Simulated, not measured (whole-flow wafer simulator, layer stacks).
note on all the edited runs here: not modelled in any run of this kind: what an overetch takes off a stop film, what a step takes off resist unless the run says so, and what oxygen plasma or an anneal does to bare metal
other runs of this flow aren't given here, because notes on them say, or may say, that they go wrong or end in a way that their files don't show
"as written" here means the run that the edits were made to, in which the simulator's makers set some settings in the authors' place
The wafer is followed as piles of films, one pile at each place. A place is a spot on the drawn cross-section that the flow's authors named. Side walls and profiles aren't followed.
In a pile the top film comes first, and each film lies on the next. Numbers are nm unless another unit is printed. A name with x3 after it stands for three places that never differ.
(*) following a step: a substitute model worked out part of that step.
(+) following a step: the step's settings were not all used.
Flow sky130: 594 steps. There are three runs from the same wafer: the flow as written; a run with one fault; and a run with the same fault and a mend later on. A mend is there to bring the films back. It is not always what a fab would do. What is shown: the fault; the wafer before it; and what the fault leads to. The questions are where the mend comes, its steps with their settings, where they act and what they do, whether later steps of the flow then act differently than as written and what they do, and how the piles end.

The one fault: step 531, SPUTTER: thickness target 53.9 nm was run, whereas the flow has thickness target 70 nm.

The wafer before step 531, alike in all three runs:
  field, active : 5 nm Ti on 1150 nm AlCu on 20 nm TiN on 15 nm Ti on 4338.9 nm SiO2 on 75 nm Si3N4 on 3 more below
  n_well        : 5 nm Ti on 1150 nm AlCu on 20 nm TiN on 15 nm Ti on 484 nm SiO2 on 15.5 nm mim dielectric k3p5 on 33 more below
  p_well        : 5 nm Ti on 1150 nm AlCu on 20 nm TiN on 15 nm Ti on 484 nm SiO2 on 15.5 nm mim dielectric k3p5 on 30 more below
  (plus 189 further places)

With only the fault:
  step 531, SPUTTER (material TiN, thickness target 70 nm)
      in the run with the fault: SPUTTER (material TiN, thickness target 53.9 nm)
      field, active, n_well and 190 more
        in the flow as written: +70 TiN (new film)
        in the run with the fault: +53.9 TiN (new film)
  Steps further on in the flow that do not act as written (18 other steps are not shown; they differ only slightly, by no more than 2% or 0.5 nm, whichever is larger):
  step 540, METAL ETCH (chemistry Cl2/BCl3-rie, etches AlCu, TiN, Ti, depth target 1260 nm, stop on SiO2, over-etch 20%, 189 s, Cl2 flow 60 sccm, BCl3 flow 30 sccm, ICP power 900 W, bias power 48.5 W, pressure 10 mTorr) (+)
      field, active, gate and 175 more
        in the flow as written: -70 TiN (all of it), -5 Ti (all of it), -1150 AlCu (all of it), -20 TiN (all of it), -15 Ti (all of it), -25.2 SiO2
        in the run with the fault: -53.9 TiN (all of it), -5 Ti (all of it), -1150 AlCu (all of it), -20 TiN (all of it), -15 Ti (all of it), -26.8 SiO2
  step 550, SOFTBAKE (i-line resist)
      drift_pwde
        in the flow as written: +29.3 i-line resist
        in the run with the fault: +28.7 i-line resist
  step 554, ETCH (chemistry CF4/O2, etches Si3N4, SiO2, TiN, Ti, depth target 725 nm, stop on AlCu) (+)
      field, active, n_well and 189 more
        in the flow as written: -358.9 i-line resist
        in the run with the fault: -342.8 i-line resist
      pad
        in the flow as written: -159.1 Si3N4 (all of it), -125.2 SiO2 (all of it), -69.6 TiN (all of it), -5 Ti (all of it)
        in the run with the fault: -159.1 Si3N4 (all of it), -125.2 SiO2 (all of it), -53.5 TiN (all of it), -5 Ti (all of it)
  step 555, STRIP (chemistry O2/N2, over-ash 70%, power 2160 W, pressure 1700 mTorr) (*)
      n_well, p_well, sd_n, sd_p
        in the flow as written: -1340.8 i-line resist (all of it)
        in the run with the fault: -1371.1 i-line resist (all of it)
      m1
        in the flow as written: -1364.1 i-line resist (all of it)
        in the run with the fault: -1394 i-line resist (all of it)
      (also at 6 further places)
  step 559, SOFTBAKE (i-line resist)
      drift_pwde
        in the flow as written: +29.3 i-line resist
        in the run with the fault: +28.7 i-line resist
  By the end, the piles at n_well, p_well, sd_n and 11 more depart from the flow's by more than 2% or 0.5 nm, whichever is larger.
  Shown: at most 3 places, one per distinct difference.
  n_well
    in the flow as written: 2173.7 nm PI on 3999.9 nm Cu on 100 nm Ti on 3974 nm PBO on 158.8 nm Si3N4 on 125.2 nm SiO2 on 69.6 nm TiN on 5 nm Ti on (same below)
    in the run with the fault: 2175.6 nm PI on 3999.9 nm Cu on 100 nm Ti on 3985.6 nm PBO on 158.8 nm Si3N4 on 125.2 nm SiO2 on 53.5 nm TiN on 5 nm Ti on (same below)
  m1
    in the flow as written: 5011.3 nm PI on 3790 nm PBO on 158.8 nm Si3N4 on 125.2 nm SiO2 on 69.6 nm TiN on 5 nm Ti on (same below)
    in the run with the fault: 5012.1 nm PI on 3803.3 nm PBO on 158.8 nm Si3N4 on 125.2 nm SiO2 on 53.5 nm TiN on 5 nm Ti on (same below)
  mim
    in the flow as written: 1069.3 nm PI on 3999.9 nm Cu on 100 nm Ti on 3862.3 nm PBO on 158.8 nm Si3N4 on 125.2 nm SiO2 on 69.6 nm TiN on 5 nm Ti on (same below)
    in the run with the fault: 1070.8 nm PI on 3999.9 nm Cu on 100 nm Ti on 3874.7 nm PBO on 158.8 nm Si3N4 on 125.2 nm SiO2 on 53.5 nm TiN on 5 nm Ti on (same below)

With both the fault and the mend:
  After step 531 comes the mend.
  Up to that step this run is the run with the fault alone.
  step 531a, SPUTTER (material TiN, thickness target 16.1 nm) (the flow's step 531 again, with other settings)
      field, active, n_well and 190 more
        +16.1 TiN
  Every later step of the flow that is run acts as written at every place that is followed.
  At every place that both follow, the piles at the end match the flow's.
